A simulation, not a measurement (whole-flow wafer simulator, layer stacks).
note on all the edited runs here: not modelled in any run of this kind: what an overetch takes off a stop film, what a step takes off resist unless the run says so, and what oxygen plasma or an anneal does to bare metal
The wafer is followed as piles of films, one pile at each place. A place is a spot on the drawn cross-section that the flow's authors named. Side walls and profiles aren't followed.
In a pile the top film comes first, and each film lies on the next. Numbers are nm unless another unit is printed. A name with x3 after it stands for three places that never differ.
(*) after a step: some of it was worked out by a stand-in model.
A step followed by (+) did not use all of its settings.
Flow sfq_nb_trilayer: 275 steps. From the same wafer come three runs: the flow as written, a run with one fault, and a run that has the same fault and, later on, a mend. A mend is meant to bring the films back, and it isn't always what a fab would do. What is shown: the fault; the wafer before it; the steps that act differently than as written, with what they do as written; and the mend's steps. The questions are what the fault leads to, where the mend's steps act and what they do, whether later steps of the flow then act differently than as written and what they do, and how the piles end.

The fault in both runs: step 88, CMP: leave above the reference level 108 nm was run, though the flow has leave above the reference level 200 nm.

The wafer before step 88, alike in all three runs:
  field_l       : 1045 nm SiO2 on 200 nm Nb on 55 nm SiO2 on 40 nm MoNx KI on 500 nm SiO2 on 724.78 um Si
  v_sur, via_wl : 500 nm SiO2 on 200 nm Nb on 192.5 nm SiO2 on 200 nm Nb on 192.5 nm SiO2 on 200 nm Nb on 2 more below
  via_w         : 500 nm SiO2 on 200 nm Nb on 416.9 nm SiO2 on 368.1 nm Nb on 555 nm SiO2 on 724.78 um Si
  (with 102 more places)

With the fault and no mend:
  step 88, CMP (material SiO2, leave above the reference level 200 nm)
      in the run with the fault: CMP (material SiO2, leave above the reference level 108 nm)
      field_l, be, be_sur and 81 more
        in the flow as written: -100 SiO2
        in the run with the fault: -192 SiO2
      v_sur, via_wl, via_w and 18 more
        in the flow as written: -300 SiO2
        in the run with the fault: -392 SiO2
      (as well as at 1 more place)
  Steps later in the flow that act otherwise than as written (4 more steps, not shown, differ only slightly: by at most 2% or 0.5 nm, whichever is larger):
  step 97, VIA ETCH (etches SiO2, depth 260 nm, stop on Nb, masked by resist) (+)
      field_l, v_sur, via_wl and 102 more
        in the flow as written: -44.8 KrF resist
        in the run with the fault: -27.9 KrF resist
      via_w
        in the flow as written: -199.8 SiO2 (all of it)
        in the run with the fault: -107.8 SiO2 (all of it)
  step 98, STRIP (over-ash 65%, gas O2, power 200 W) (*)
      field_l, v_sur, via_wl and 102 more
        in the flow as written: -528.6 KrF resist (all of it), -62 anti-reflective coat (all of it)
        in the run with the fault: -545.5 KrF resist (all of it), -62 anti-reflective coat (all of it)
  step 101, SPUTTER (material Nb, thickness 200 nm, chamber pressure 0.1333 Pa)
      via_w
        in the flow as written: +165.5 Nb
        in the run with the fault: +186 Nb
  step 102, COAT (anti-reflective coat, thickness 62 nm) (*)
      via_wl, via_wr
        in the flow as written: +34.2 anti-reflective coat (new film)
        in the run with the fault: +32 anti-reflective coat (new film)
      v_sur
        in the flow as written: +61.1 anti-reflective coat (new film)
        in the run with the fault: +56.7 anti-reflective coat (new film)
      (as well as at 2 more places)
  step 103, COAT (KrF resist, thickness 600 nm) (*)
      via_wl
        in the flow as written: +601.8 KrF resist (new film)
        in the run with the fault: +614.9 KrF resist (new film)
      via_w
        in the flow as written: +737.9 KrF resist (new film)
        in the run with the fault: +655.8 KrF resist (new film)
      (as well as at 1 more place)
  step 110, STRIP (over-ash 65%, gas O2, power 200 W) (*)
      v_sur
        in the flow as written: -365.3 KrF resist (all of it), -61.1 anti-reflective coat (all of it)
        in the run with the fault: -376.6 KrF resist (all of it), -56.7 anti-reflective coat (all of it)
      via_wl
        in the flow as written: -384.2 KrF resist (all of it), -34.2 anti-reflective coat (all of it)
        in the run with the fault: -397.2 KrF resist (all of it), -32 anti-reflective coat (all of it)
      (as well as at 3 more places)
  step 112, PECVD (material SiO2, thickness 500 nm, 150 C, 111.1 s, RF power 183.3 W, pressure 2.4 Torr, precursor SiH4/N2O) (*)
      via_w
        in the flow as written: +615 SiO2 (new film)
        in the run with the fault: +500 SiO2 (new film)
  At field_l, v_sur, via_wl and 103 more, the piles at the end differ from the flow's by more than 2% or 0.5 nm, whichever is larger.
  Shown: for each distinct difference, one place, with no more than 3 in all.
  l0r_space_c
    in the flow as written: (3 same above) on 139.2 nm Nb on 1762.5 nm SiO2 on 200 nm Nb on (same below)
    in the run with the fault: (3 same above) on 139.2 nm Nb on 1670.5 nm SiO2 on 200 nm Nb on (same below)
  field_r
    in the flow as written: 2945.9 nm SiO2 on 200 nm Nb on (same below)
    in the run with the fault: 2853.9 nm SiO2 on 200 nm Nb on (same below)
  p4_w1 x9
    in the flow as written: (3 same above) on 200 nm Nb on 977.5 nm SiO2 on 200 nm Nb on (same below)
    in the run with the fault: (3 same above) on 200 nm Nb on 885.5 nm SiO2 on 200 nm Nb on (same below)

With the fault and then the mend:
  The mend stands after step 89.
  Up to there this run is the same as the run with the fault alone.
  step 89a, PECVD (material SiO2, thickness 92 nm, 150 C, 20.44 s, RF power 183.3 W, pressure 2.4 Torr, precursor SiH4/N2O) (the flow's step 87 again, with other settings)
      field_l, v_sur, via_wl and 103 more
        +92 SiO2
  Every later step of the flow that is run acts as written at every place that is followed.
  At every place that both follow, the piles at the end match the flow's.
